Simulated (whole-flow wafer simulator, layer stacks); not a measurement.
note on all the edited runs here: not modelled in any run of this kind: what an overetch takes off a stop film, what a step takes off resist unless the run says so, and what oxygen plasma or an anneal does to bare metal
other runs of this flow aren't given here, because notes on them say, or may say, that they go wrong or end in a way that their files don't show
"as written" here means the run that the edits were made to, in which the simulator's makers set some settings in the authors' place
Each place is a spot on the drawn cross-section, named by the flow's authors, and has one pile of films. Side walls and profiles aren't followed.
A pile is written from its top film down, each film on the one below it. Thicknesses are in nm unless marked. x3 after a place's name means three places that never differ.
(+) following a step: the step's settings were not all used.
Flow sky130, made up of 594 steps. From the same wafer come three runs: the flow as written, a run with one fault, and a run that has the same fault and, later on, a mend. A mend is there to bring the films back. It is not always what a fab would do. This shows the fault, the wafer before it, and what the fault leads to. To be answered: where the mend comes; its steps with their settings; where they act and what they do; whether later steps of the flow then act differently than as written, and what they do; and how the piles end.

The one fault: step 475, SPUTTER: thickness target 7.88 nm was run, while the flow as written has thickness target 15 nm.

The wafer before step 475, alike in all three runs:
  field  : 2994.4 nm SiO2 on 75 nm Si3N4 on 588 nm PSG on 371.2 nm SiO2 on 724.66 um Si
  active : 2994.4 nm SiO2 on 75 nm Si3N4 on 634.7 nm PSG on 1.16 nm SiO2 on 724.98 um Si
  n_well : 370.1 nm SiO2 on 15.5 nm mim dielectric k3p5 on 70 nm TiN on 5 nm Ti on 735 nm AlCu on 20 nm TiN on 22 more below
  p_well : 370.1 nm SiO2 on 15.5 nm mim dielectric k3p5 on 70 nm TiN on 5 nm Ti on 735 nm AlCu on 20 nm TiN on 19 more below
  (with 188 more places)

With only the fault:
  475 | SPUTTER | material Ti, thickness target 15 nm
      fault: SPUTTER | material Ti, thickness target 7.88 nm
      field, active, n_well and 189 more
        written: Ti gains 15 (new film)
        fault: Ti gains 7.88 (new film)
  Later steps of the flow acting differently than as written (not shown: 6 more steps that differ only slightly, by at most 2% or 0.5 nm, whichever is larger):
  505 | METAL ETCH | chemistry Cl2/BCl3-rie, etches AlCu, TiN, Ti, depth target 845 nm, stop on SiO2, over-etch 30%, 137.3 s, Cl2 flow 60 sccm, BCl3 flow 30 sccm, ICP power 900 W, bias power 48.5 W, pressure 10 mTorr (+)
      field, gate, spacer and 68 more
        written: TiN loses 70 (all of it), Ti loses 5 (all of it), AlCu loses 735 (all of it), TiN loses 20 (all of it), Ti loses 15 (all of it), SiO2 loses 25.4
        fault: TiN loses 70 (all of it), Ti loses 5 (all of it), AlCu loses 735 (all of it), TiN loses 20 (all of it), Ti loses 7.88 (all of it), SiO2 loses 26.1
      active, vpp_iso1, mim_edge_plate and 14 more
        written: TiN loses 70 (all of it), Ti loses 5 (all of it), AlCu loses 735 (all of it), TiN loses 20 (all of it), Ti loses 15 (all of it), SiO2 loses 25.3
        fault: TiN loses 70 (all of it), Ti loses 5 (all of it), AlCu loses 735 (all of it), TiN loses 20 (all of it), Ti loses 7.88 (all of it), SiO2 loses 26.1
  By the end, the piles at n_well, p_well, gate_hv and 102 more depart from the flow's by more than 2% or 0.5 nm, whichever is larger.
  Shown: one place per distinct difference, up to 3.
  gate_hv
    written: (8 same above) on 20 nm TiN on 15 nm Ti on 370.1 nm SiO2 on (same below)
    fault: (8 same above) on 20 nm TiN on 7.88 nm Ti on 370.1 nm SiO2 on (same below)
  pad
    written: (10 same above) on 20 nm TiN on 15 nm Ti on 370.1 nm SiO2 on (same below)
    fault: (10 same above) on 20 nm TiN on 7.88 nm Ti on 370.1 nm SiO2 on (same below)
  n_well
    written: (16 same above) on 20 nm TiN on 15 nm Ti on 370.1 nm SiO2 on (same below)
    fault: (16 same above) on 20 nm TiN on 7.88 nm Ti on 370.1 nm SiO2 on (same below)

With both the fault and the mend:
  After step 475 comes the mend.
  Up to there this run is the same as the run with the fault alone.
  475a | SPUTTER | material Ti, thickness target 7.12 nm (the flow's step 475 again, with other settings)
      field, active, n_well and 189 more
        Ti gains 7.12
  None of the later steps of the flow acts differently than as written at any place that is followed.
  The piles end the same as the flow's at every place that both follow.
